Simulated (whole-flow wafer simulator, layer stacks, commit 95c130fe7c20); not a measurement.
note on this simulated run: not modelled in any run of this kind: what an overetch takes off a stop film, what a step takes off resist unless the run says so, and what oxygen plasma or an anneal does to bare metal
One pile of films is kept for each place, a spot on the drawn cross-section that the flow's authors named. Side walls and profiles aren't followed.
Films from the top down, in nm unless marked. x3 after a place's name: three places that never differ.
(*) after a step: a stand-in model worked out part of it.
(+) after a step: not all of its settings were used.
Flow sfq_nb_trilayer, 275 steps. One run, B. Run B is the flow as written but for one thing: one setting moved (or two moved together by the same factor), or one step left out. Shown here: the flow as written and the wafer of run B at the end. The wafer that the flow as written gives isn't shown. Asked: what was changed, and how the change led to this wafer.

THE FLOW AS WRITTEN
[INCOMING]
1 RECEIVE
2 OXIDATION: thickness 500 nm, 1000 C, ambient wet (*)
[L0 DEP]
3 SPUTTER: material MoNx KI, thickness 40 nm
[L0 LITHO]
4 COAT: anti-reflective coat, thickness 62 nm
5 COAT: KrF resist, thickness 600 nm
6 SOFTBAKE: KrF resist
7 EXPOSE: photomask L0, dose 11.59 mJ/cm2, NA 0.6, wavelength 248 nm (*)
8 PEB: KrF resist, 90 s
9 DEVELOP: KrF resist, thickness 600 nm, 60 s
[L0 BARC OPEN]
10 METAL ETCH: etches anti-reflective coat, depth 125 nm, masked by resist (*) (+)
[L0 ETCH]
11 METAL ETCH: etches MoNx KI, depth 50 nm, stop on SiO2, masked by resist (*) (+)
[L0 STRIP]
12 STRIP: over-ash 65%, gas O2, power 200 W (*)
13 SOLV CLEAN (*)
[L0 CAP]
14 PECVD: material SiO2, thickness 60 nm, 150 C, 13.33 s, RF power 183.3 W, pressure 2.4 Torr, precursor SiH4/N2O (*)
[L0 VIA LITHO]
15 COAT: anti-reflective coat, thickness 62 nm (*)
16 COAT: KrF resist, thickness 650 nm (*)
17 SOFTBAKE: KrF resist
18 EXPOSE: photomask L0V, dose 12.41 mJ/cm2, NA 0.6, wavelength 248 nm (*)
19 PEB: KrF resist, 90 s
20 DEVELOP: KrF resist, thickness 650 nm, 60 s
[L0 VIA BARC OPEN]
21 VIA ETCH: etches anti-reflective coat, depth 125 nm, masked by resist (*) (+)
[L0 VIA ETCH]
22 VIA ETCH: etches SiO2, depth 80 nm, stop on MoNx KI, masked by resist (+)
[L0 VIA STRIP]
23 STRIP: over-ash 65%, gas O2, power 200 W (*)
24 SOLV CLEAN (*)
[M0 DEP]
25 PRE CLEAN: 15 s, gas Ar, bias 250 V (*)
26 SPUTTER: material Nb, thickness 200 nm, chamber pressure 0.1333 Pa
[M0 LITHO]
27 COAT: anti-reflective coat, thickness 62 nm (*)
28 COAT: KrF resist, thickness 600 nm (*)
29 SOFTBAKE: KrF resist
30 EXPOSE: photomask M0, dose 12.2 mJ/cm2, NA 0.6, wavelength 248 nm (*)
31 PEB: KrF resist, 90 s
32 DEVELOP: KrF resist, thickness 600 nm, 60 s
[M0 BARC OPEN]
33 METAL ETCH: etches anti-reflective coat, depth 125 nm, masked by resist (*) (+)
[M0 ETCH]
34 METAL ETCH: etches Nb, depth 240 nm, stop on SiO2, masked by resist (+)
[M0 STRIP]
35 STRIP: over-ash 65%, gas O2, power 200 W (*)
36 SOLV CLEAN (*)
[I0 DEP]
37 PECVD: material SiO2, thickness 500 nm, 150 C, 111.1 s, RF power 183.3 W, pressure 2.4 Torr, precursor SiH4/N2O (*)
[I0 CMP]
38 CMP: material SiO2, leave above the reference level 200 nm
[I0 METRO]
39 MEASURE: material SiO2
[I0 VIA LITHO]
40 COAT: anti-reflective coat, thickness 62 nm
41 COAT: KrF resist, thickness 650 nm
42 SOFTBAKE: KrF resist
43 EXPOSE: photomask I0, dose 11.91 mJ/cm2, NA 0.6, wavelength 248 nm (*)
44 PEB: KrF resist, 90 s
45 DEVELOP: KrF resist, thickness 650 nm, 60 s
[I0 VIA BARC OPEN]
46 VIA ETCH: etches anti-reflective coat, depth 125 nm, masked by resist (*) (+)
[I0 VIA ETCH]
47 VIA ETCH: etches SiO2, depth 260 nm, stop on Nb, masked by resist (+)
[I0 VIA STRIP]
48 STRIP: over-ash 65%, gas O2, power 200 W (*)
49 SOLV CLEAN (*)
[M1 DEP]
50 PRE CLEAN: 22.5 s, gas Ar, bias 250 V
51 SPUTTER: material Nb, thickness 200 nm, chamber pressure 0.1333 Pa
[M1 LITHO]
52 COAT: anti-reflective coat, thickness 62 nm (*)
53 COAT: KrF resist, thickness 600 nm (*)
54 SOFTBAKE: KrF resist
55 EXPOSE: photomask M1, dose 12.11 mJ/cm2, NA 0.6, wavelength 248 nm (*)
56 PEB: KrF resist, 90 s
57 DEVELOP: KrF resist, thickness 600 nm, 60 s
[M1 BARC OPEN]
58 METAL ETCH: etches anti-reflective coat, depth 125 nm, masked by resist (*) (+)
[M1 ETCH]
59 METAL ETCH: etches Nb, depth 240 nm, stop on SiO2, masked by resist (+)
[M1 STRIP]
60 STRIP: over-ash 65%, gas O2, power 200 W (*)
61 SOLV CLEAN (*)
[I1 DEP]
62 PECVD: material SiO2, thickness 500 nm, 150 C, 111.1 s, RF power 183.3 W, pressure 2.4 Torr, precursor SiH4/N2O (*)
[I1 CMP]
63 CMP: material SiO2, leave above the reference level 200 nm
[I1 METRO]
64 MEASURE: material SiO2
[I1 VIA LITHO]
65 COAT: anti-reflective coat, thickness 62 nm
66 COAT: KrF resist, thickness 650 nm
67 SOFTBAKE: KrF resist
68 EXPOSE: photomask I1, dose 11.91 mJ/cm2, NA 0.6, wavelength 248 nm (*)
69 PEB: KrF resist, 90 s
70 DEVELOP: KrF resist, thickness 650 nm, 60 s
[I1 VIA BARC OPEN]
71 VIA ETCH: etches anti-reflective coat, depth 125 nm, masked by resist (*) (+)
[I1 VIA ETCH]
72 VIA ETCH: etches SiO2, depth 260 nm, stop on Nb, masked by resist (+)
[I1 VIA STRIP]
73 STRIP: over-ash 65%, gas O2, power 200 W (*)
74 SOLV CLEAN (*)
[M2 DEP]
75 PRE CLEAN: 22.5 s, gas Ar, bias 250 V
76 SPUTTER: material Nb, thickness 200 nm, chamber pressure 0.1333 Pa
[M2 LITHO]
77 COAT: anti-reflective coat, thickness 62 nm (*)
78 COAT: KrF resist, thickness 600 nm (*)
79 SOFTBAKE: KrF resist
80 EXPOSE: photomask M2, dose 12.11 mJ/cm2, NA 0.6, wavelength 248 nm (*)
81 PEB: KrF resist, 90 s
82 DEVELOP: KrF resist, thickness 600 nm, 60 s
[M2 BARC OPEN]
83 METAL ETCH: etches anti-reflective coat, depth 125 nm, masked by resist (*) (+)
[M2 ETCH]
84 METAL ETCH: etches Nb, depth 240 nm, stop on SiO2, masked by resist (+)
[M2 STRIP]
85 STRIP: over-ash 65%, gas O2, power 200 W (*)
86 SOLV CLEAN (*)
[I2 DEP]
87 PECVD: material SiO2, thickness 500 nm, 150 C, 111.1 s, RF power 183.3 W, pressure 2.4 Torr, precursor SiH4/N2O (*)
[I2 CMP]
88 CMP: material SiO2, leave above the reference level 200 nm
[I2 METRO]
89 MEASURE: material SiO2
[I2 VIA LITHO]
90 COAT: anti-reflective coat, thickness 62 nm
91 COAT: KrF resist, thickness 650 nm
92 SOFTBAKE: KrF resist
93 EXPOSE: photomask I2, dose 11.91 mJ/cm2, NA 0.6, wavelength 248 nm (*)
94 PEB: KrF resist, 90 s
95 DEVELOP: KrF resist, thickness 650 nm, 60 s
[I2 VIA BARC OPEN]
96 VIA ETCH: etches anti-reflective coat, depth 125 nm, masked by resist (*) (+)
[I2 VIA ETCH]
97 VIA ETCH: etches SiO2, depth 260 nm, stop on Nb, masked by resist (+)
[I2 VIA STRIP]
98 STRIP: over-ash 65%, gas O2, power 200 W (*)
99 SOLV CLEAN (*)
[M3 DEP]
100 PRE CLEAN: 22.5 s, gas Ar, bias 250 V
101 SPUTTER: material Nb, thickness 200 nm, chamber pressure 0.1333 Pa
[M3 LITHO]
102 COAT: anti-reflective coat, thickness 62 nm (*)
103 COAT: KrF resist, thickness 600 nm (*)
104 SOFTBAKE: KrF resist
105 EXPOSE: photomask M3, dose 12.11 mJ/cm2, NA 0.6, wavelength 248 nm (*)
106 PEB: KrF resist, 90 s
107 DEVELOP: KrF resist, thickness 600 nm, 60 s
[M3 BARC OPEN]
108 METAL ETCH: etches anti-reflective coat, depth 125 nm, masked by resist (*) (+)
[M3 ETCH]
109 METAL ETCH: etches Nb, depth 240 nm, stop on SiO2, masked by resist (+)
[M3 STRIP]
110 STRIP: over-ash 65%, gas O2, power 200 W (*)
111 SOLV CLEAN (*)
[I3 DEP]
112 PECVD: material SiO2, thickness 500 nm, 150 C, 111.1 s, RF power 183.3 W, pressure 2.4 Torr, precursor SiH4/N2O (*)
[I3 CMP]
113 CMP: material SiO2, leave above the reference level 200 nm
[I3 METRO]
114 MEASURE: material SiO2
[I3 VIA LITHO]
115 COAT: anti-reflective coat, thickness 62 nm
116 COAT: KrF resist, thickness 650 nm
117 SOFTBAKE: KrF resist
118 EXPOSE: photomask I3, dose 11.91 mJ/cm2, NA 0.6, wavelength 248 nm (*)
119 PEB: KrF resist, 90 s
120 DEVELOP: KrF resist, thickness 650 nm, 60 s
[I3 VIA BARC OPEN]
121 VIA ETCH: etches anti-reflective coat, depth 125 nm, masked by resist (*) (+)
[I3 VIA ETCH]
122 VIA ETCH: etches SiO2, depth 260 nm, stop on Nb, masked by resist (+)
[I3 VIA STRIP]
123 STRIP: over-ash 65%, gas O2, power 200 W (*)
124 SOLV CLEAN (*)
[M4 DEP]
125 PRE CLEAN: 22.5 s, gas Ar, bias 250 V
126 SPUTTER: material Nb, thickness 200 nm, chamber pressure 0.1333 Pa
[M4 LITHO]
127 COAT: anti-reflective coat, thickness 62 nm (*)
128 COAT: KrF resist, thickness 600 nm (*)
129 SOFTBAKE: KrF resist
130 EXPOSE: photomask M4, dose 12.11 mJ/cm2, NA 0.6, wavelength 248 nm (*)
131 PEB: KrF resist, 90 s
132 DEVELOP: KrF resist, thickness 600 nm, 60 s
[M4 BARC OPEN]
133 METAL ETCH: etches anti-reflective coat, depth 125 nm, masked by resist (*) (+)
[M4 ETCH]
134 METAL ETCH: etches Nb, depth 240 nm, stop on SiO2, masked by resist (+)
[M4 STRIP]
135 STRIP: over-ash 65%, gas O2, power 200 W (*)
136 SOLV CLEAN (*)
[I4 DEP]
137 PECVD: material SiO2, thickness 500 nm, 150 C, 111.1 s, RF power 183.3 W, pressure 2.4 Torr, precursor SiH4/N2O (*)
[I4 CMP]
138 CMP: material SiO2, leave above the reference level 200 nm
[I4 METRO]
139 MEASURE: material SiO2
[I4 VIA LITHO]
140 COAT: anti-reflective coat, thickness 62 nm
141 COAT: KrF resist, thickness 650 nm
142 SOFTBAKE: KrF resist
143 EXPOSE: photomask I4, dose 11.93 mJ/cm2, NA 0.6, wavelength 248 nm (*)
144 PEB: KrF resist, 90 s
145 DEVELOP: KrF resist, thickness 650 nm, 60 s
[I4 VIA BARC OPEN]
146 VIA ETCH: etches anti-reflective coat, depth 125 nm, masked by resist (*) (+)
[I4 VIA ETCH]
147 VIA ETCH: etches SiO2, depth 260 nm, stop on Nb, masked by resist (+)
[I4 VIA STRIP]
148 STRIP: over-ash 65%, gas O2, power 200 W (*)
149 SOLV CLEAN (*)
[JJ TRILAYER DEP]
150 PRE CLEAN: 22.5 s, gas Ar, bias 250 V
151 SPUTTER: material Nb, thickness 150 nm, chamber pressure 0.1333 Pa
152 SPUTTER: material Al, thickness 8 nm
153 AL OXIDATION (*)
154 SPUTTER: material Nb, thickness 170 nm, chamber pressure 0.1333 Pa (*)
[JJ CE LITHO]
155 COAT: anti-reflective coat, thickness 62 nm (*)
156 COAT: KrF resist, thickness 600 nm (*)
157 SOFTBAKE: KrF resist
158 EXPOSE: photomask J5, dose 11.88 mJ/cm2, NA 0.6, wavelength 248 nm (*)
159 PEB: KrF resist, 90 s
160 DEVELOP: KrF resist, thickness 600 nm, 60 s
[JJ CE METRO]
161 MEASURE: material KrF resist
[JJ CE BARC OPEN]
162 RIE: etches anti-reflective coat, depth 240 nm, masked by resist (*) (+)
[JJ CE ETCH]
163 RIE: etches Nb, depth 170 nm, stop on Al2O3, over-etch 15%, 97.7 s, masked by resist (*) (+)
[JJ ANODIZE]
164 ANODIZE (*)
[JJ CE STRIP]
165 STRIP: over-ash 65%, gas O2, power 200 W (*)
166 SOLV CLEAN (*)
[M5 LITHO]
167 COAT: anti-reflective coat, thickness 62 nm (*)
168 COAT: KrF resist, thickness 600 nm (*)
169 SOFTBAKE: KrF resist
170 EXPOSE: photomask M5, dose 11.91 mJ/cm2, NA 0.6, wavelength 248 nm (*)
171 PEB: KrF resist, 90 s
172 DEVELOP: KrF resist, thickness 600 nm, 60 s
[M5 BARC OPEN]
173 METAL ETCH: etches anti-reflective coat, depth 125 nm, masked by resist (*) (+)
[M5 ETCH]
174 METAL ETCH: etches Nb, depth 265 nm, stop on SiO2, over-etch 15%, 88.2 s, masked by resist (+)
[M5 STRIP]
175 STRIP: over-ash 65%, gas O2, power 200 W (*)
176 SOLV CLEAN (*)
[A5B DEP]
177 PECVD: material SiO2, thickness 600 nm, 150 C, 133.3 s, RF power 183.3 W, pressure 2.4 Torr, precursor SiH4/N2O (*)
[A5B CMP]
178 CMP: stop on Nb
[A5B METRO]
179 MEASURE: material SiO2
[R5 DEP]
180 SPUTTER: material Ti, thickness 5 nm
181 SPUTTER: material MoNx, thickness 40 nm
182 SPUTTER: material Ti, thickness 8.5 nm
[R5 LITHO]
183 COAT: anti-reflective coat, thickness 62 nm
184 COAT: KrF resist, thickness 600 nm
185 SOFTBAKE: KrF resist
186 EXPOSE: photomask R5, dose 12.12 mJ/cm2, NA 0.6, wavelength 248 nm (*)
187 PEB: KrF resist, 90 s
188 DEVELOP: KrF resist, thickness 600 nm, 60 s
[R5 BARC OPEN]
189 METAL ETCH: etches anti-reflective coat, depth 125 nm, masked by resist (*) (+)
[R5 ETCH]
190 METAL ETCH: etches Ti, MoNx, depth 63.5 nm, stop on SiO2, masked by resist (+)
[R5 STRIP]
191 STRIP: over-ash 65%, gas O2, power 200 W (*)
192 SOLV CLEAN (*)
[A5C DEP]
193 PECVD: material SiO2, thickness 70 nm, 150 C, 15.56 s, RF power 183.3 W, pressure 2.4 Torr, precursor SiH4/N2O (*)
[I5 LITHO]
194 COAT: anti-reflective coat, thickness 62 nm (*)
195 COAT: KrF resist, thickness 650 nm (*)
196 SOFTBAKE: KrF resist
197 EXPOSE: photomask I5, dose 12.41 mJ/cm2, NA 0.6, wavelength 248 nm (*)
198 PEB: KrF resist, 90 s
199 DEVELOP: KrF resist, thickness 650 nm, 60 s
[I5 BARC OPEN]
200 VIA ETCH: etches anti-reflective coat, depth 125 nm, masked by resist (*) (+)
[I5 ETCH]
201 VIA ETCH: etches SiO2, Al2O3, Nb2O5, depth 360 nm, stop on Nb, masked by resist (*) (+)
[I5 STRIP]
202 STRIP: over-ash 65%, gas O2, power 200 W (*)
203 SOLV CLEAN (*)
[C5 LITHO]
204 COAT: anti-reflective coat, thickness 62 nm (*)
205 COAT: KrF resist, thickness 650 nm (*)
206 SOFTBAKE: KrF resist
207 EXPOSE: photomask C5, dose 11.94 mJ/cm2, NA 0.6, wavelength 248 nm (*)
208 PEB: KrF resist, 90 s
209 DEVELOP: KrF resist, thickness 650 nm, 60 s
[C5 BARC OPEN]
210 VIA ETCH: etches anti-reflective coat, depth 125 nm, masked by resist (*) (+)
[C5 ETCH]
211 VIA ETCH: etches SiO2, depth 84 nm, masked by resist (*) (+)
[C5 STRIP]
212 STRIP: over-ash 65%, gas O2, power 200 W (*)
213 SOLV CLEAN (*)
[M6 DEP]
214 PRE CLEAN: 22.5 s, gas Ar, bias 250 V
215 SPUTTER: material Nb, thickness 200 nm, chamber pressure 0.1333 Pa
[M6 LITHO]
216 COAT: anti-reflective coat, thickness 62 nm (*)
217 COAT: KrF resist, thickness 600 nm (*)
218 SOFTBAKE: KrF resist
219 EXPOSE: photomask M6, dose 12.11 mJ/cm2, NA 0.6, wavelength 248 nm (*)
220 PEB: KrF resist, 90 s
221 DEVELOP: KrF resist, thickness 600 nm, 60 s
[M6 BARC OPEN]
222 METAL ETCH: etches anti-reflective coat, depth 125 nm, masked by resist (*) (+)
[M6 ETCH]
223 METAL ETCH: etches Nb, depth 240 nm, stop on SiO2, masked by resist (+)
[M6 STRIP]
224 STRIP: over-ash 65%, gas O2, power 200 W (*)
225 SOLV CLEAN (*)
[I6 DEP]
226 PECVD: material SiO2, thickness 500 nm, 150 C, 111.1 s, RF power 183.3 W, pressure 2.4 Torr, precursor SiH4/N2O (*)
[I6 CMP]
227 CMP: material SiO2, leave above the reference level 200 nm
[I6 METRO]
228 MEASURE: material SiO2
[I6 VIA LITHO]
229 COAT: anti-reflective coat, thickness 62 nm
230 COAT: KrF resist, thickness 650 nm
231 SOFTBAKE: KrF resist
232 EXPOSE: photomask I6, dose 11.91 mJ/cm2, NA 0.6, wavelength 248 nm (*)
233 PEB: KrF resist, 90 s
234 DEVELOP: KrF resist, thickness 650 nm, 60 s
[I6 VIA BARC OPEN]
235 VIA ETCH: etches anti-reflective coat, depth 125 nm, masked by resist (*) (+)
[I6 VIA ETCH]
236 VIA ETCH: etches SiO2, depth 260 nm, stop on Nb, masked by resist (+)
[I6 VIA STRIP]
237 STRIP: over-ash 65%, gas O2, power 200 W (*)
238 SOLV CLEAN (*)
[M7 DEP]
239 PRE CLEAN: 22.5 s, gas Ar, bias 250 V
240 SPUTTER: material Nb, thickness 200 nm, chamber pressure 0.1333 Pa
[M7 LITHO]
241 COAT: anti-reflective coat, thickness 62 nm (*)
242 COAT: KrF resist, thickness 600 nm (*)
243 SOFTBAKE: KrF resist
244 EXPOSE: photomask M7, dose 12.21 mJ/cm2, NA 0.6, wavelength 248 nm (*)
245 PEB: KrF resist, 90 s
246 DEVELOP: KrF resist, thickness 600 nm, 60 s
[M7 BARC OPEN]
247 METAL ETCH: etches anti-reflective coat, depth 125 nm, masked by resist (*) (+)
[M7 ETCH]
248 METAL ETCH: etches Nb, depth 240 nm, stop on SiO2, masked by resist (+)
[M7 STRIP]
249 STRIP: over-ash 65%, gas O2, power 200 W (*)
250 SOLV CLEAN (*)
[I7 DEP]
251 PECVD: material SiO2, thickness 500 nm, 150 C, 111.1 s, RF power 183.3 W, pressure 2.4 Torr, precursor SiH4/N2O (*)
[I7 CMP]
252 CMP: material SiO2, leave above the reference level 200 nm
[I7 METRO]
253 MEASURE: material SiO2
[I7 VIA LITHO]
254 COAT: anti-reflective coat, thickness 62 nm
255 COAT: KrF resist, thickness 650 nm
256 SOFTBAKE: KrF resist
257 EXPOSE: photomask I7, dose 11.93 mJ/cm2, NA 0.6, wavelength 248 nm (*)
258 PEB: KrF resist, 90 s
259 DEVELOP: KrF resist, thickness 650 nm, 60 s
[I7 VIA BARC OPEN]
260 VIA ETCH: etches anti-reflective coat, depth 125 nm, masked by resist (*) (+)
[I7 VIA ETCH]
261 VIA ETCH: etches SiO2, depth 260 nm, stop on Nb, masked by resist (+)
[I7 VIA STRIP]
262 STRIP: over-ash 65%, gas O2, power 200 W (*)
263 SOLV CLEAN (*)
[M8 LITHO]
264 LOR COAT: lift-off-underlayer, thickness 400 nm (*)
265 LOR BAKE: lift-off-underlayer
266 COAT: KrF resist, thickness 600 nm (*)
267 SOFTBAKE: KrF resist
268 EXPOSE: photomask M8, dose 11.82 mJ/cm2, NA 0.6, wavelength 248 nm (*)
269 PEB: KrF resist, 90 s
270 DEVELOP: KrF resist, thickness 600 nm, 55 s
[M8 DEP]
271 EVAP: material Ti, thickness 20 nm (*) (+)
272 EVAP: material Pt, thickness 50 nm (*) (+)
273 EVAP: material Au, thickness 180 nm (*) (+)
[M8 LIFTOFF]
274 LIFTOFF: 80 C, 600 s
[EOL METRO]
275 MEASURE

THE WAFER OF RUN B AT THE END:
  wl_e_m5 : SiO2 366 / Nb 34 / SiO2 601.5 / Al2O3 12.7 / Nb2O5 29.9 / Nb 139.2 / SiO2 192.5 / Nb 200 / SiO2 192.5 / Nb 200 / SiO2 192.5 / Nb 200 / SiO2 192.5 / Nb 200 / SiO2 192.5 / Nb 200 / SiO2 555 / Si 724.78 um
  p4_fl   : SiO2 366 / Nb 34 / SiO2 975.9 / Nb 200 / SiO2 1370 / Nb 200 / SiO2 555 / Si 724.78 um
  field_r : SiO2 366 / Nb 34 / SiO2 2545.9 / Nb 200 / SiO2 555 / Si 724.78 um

The cause: step 248, METAL ETCH: depth 166 nm was run, where the flow has depth 240 nm.

How the change led to this, step by step:
  248 METAL ETCH: etches Nb, depth 240 nm, stop on SiO2, masked by resist (+)
      field_l, field_r, lsp_l and 62 more: Nb -166 (as written it would be: Nb -200 (all of it))
      v_sur, via_wl, via_w and 38 more: KrF resist -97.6 (as written it would be: KrF resist -141.2)
  249 STRIP: over-ash 65%, gas O2, power 200 W (*)
      wl_j_sl, wl_jj, wl_j_sr and 14 more: KrF resist -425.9 (all of it), anti-reflective coat -62 (all of it) (as written it would be: KrF resist -382.4 (all of it), anti-reflective coat -62 (all of it))
      lsp_m, ln_m6, lsp_r: KrF resist -425.5 (all of it), anti-reflective coat -61.8 (all of it) (as written it would be: KrF resist -381.9 (all of it), anti-reflective coat -61.8 (all of it))
      (and at 21 more places)
  251 PECVD: material SiO2, thickness 500 nm, 150 C, 111.1 s, RF power 183.3 W, pressure 2.4 Torr, precursor SiH4/N2O (*)
      field_l, p4_fl, p4_fm and 56 more: SiO2 +500 (new film) (as written it would be: SiO2 +500)
      field_r, lsp_l: SiO2 +481.5 (new film) (as written it would be: SiO2 +477.7)
      (and at 4 more places)
  252 CMP: material SiO2, leave above the reference level 200 nm
      field_l, p4_fl, p4_fm and 56 more: SiO2 -134 (as written it would be: SiO2 -100)
      field_r, lsp_l: SiO2 -115.5 (as written it would be: SiO2 -77.7)
      (and at 2 more places)
Counting metal films that touch as one body, wl_e_m5 has 7 bodies (between them, from the top down: SiO2 601.5 / Al2O3 12.7 / Nb2O5 29.9; SiO2 192.5; SiO2 192.5; SiO2 192.5; SiO2 192.5; SiO2 192.5); the flow as written gives 6 bodies (between them, from the top down: SiO2 192.5; SiO2 192.5; SiO2 192.5; SiO2 192.5; SiO2 192.5).
Counting metal films that touch as one body, p4_fl has 3 bodies (between them, from the top down: SiO2 975.9; SiO2 1370); the flow as written gives 2 bodies (between them, from the top down: SiO2 1370).
Counting metal films that touch as one body, field_r has 2 bodies (between them, from the top down: SiO2 2545.9); the flow as written gives 1 body.
